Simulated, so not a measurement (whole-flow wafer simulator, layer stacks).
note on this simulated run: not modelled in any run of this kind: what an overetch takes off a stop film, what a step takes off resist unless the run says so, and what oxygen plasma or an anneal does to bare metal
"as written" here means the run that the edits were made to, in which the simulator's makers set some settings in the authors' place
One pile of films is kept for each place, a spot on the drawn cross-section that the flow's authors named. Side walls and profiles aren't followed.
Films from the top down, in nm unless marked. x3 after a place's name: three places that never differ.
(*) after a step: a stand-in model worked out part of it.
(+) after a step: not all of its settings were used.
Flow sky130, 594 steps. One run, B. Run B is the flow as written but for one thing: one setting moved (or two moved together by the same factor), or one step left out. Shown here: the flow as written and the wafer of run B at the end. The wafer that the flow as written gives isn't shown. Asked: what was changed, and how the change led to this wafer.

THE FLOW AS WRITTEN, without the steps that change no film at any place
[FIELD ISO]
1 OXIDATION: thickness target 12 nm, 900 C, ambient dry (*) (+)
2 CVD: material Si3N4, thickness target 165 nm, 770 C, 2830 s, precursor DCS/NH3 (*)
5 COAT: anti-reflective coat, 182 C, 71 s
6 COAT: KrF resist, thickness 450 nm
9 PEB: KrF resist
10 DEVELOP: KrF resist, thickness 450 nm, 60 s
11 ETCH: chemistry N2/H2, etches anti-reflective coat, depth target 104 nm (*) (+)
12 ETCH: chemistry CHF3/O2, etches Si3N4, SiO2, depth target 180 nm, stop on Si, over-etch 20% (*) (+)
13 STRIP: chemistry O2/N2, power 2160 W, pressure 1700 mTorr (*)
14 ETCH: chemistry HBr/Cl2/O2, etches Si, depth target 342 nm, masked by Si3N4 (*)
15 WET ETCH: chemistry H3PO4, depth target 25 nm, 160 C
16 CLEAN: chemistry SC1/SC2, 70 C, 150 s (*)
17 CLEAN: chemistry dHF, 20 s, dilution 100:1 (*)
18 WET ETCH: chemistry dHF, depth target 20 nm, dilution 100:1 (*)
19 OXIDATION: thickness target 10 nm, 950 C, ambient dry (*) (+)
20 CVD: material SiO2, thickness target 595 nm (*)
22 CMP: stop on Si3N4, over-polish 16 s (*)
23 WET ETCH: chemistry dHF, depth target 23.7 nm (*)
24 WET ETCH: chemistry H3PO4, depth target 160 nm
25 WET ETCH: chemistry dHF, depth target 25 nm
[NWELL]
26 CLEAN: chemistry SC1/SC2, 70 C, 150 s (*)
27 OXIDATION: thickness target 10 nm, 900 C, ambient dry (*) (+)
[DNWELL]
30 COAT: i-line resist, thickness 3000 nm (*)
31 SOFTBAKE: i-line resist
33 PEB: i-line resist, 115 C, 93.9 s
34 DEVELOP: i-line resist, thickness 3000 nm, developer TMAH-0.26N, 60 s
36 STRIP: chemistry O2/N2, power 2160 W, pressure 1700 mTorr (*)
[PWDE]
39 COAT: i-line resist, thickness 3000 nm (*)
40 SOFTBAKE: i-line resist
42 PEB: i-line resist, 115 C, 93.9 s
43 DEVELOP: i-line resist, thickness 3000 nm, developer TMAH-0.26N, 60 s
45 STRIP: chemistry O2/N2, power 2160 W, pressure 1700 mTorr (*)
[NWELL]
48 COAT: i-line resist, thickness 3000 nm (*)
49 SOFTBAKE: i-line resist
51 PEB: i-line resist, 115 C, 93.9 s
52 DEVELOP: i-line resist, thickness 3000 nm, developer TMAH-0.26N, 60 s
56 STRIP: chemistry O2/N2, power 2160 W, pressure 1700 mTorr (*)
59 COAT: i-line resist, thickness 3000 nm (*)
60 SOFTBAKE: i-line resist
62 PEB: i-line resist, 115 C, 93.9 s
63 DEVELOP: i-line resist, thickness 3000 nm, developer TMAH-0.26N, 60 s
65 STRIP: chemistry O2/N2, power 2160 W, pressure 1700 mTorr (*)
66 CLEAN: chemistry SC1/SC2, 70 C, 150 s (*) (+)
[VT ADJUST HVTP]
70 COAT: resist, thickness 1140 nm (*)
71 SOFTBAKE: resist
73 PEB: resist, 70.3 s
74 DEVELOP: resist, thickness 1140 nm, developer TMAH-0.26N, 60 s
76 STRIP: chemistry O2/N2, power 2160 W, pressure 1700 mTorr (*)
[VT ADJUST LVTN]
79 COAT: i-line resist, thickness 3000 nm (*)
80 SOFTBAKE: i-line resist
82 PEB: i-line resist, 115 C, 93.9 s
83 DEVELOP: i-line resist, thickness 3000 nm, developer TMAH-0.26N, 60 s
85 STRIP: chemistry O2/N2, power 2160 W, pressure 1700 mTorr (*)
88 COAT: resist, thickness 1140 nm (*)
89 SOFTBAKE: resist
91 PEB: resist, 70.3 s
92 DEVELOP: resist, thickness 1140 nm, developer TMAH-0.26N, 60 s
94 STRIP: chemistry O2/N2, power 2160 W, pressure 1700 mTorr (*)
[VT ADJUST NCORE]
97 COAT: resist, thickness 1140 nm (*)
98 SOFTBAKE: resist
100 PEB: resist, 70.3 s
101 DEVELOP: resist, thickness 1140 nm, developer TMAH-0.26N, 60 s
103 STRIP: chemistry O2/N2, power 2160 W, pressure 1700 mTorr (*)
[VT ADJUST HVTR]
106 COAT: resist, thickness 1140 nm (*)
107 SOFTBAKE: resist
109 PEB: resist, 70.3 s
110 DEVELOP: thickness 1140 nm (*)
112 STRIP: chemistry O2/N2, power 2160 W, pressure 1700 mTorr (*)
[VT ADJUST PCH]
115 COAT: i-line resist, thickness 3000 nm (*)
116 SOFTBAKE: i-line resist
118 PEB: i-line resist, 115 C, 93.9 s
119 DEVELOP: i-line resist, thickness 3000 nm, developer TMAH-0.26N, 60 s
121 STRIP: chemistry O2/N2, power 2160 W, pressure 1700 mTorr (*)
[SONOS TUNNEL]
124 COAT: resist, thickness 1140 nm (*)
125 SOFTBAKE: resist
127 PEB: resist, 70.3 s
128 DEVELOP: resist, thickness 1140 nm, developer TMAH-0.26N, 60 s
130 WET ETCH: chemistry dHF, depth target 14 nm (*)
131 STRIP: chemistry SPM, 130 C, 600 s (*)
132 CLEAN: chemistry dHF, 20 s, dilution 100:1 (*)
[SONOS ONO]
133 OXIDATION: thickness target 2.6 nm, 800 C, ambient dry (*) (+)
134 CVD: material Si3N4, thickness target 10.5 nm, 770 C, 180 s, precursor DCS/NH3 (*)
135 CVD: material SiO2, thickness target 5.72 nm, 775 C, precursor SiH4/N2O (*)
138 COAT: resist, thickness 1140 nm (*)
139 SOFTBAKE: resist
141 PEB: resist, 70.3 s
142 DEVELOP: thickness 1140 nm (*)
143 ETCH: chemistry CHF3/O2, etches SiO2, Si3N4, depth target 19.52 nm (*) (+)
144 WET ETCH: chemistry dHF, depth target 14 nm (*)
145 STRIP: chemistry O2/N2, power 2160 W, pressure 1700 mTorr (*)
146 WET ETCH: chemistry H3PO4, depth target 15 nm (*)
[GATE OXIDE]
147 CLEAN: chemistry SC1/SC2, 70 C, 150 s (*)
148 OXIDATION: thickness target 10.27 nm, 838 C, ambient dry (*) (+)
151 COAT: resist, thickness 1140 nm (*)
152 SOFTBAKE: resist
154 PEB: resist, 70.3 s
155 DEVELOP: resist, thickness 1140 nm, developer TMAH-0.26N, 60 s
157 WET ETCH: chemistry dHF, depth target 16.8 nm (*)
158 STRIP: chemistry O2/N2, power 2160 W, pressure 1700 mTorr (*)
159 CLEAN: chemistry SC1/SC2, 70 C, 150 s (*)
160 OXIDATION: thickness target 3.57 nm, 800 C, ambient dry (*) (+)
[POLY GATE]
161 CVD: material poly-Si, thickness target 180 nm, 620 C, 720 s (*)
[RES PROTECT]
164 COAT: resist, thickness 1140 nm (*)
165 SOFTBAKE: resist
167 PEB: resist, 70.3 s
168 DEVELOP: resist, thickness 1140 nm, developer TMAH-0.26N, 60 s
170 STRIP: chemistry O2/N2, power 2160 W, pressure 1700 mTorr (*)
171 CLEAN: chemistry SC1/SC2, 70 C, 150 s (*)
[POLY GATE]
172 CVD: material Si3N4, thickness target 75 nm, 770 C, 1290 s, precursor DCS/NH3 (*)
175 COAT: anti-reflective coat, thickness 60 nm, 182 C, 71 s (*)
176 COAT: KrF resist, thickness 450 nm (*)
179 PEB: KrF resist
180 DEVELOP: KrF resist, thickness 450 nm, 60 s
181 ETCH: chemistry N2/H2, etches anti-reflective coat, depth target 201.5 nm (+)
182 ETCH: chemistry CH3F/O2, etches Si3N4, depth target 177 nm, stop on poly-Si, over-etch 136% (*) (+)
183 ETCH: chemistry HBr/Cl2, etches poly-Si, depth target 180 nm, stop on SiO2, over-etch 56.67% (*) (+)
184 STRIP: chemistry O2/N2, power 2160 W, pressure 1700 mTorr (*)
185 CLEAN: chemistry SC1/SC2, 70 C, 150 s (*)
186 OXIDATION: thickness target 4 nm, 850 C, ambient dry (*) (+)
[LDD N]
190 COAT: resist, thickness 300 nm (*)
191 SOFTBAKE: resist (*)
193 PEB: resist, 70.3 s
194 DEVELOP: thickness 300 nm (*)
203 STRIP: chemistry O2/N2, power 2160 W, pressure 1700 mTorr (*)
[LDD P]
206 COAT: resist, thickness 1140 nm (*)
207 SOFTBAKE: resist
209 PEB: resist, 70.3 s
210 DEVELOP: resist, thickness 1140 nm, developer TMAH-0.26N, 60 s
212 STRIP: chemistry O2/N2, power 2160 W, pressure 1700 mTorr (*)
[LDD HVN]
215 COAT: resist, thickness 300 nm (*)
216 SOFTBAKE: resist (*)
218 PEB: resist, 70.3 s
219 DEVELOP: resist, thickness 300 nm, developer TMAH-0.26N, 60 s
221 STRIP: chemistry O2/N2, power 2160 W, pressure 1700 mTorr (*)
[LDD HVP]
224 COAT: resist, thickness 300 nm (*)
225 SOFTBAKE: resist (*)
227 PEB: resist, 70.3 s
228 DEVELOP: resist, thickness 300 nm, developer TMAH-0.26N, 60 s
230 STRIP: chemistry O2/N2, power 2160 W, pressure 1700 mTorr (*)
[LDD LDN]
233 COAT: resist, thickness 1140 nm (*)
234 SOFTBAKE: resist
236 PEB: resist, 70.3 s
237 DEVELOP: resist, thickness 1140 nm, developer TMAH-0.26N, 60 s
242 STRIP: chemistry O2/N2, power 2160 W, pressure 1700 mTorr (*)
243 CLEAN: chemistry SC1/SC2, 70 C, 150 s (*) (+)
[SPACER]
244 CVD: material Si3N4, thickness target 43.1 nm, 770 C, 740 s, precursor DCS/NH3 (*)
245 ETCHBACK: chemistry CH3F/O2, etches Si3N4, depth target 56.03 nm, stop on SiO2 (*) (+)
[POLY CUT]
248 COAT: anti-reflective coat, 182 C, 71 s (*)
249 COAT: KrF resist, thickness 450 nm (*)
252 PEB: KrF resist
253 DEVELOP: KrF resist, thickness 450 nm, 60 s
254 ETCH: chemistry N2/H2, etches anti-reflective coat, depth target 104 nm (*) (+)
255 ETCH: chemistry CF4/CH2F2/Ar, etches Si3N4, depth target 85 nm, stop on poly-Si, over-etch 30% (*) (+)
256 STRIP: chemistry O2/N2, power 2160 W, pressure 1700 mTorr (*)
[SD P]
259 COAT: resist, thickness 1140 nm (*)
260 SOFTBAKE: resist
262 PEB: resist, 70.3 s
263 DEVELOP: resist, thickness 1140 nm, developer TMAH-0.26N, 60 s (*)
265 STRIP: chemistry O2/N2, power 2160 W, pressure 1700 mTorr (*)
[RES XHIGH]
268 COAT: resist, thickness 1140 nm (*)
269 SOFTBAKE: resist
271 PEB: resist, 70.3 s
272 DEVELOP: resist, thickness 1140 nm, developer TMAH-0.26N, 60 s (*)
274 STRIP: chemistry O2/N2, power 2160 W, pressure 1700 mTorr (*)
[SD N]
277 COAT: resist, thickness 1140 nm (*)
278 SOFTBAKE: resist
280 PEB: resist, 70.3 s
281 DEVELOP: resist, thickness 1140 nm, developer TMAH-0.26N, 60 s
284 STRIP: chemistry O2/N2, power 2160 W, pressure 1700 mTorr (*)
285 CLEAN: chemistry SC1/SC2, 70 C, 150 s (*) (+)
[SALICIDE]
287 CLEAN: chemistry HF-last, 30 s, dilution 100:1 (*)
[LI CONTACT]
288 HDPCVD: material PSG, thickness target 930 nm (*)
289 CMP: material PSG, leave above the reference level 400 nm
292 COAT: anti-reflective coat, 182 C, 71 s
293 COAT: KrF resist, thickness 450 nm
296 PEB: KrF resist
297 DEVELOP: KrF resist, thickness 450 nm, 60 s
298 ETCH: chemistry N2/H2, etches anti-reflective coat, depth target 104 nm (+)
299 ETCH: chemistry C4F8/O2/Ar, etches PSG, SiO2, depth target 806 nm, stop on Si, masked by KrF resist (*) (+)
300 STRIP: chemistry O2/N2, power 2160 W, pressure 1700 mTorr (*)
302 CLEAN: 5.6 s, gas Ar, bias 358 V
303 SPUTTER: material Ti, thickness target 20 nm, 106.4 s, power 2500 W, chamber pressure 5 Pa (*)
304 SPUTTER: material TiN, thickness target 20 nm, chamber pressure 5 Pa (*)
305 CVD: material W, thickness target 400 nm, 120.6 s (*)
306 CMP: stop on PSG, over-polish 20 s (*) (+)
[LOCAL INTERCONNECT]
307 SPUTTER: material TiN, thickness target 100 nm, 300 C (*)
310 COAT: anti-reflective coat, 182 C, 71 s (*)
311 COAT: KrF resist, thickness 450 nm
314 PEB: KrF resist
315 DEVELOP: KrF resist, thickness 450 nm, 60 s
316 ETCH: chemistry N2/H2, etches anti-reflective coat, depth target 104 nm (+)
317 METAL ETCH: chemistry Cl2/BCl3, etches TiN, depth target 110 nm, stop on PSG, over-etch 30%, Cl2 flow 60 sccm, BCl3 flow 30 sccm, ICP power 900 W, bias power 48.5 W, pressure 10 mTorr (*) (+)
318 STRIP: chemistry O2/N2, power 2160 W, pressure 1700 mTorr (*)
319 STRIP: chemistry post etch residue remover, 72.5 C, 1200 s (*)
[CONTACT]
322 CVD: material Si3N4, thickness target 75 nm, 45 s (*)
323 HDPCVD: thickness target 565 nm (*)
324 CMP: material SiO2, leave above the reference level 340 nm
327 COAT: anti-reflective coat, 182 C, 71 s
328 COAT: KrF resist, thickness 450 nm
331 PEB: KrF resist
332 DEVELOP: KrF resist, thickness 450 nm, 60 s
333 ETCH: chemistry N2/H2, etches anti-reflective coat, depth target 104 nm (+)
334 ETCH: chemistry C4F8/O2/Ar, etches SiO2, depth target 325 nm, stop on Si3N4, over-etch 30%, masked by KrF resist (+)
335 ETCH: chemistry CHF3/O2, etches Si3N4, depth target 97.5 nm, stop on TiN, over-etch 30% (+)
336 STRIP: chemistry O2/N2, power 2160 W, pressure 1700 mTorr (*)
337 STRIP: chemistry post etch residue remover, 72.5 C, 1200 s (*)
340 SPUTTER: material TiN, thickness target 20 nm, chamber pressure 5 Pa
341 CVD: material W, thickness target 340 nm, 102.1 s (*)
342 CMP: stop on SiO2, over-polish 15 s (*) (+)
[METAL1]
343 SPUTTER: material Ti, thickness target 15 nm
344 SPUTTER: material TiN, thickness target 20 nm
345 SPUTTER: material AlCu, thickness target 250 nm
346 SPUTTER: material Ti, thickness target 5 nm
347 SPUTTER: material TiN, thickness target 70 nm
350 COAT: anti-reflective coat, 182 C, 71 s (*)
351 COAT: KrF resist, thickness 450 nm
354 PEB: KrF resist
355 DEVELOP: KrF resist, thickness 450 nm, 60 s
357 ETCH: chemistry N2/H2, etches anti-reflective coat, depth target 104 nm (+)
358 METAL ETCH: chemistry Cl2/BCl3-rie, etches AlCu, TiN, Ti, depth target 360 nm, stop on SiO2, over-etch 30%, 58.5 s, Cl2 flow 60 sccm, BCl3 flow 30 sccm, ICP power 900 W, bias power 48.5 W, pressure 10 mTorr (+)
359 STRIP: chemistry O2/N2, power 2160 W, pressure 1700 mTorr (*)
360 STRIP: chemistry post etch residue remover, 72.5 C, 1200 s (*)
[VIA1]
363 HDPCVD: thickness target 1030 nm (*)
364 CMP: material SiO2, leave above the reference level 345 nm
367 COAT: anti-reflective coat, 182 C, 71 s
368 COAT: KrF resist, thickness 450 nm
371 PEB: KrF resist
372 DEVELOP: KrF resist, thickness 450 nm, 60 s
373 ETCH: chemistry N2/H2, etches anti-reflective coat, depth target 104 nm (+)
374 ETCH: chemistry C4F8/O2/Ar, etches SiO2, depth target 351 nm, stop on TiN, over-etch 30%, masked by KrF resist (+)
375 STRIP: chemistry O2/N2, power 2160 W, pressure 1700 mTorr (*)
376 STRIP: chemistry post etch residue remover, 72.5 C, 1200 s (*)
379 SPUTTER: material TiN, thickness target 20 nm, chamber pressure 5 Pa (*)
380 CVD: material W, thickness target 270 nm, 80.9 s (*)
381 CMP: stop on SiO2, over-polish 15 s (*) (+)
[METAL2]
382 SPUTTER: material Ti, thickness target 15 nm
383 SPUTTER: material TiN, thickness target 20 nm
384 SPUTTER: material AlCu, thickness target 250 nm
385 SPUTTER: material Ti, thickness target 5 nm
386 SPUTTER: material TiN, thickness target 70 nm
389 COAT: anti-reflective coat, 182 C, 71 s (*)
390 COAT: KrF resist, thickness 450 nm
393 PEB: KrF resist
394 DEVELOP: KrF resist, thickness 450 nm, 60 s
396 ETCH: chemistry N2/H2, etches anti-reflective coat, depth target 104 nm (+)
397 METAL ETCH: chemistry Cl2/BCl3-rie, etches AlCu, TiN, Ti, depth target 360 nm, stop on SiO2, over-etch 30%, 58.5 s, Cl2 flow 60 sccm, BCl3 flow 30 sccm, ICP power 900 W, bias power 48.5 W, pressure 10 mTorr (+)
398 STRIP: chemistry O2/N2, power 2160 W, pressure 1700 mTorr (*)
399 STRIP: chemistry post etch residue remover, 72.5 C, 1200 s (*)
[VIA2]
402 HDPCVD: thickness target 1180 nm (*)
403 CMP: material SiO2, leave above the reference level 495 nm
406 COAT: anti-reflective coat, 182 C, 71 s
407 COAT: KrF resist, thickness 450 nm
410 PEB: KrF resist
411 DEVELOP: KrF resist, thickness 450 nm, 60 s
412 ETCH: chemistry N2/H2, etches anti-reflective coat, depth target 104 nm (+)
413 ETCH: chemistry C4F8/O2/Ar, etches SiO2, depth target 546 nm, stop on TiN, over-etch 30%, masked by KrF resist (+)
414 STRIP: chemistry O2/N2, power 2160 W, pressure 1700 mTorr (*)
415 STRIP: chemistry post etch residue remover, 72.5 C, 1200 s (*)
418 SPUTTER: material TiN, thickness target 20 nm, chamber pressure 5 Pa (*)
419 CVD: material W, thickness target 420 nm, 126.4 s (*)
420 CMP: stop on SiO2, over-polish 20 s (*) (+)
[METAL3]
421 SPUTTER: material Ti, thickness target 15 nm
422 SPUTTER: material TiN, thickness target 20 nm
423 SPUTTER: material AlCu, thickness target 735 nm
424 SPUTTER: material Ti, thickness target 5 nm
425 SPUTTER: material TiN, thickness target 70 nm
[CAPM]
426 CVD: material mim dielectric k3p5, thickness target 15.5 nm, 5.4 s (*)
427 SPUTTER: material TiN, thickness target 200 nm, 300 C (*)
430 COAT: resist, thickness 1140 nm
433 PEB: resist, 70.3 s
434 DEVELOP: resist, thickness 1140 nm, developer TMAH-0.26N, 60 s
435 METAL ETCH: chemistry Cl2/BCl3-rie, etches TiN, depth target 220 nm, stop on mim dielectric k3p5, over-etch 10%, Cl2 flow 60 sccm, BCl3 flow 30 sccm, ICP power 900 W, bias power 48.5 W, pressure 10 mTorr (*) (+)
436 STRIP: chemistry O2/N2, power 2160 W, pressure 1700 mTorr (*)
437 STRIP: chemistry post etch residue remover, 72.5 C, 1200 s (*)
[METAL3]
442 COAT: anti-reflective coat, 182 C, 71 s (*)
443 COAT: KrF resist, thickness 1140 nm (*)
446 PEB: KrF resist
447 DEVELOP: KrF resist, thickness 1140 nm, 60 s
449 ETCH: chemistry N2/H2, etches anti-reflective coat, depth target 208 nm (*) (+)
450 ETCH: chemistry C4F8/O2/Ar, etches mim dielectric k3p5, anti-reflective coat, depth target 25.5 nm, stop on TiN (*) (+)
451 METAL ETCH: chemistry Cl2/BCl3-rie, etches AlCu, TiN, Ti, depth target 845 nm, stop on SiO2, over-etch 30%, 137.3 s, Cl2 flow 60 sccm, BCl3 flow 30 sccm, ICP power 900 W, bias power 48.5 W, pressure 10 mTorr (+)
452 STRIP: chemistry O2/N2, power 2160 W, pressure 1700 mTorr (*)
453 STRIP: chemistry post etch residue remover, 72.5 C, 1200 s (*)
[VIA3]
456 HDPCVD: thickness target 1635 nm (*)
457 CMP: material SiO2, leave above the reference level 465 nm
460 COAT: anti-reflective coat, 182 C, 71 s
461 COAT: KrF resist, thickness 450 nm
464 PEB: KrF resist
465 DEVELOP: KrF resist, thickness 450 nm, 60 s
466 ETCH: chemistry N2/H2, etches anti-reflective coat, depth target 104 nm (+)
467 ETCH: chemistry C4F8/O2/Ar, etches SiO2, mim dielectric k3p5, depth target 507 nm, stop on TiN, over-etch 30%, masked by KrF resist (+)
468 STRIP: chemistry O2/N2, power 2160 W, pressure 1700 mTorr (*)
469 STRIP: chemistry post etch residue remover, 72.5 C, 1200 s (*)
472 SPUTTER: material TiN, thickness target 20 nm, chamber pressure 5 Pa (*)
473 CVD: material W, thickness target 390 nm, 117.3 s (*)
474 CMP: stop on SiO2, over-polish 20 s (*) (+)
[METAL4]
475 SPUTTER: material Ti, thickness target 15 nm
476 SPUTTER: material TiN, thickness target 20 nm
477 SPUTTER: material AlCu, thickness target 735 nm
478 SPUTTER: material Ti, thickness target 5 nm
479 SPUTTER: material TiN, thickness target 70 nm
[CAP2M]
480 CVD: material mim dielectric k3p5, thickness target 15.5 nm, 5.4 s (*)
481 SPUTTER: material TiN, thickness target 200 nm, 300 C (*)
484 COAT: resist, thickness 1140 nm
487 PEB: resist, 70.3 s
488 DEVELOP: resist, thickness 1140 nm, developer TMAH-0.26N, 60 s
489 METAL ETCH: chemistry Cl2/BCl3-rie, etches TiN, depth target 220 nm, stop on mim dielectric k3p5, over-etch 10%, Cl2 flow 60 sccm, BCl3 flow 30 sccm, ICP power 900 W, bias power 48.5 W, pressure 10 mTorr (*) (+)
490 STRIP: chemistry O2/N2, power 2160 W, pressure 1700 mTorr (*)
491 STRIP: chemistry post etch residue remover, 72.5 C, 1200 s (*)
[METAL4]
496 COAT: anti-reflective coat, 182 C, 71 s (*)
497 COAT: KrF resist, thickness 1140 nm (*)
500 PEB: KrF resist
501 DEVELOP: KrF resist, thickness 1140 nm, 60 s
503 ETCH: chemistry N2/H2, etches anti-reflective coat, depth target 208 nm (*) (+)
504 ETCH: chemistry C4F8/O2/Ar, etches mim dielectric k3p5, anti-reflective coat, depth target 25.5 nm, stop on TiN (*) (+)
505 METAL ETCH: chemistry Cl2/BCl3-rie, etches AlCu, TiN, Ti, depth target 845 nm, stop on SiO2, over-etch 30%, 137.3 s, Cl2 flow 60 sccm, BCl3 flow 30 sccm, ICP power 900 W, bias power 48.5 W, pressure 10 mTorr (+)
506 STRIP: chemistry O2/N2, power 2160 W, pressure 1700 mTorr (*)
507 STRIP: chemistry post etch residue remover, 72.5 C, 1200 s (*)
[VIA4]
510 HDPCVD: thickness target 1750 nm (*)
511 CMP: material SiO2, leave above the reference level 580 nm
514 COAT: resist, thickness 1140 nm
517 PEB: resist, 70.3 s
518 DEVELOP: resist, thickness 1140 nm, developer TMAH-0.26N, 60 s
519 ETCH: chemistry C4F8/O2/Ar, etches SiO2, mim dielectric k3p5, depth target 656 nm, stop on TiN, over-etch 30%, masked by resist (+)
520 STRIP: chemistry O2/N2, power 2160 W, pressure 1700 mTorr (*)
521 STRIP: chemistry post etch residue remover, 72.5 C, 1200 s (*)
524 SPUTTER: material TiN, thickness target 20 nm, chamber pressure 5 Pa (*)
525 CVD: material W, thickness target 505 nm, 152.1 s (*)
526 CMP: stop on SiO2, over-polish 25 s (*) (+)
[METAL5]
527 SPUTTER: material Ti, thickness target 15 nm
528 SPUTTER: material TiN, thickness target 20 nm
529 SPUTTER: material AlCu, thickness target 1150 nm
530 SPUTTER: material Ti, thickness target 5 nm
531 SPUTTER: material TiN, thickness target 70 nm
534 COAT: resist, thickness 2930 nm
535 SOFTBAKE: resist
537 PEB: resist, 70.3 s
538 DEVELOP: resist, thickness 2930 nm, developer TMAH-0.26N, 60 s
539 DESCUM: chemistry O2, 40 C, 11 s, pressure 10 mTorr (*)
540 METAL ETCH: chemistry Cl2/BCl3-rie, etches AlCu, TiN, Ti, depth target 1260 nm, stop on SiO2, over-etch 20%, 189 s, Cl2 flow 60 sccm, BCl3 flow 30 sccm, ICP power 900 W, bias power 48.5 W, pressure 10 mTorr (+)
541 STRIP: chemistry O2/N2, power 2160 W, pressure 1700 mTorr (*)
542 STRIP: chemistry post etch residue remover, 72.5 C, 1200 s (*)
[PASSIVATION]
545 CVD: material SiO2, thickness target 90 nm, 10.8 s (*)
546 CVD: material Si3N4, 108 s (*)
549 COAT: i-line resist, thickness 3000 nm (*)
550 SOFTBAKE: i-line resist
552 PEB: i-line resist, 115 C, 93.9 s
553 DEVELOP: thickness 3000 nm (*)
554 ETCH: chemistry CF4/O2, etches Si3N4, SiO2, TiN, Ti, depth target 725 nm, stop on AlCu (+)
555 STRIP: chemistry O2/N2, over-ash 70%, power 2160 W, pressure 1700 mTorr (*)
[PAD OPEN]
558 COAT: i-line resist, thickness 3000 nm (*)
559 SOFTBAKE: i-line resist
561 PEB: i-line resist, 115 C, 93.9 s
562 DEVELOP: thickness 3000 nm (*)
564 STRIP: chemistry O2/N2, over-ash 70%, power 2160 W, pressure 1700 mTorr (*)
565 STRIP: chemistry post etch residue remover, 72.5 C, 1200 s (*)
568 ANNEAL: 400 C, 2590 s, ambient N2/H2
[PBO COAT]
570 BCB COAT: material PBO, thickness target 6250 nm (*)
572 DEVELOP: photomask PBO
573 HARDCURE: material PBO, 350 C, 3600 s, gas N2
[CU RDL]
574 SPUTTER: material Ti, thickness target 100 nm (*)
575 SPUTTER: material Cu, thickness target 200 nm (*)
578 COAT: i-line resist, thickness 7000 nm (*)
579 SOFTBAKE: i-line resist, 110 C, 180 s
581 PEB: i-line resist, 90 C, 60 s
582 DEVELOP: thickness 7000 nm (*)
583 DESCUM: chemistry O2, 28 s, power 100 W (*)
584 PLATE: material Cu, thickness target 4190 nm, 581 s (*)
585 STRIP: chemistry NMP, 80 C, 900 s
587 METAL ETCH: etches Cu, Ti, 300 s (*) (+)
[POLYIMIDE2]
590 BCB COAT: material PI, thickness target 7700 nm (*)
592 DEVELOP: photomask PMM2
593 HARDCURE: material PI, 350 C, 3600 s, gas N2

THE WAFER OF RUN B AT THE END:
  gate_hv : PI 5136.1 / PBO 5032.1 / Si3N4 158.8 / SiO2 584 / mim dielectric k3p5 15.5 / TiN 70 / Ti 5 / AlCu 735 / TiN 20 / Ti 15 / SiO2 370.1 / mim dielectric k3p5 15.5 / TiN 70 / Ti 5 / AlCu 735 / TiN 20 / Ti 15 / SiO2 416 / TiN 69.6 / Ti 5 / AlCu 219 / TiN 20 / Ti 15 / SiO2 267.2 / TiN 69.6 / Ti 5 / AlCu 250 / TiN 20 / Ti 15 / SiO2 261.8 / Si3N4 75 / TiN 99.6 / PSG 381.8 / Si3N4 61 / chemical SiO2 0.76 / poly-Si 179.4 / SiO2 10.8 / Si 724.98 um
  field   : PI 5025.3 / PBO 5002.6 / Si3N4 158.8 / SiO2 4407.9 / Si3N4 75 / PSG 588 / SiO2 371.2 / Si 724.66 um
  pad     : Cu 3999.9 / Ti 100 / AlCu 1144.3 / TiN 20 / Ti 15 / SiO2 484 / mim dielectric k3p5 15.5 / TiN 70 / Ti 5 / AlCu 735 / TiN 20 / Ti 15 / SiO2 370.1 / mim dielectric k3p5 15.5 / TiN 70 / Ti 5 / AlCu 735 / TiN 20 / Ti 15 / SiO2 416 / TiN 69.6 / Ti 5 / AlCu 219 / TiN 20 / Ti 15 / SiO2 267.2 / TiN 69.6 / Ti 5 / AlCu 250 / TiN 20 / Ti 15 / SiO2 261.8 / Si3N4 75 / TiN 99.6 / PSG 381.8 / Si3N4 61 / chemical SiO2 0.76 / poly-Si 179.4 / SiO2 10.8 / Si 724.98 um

The cause: step 384, SPUTTER: thickness target 219 nm was run, where the flow has thickness target 250 nm.
It can be read off the wafer: gate_hv has AlCu 219, and step 384 as written asks for 250 nm.

How the change led to this, step by step:
  384 SPUTTER: material AlCu, thickness target 250 nm
      field, active, n_well and 188 more: AlCu +219 (new film) (as written it would be: AlCu +250 (new film))
  397 METAL ETCH: chemistry Cl2/BCl3-rie, etches AlCu, TiN, Ti, depth target 360 nm, stop on SiO2, over-etch 30%, 58.5 s, Cl2 flow 60 sccm, BCl3 flow 30 sccm, ICP power 900 W, bias power 48.5 W, pressure 10 mTorr (+)
      field, active, gate and 82 more: TiN -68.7 (all of it), Ti -5 (all of it), AlCu -219 (all of it), TiN -20 (all of it), Ti -15 (all of it), SiO2 -14 (as written it would be: TiN -68.7 (all of it), Ti -5 (all of it), AlCu -250 (all of it), TiN -20 (all of it), Ti -15 (all of it), SiO2 -10.9)
  403 CMP: material SiO2, leave above the reference level 495 nm
      field, active, gate and 82 more: SiO2 -417 (as written it would be: SiO2 -389.1)
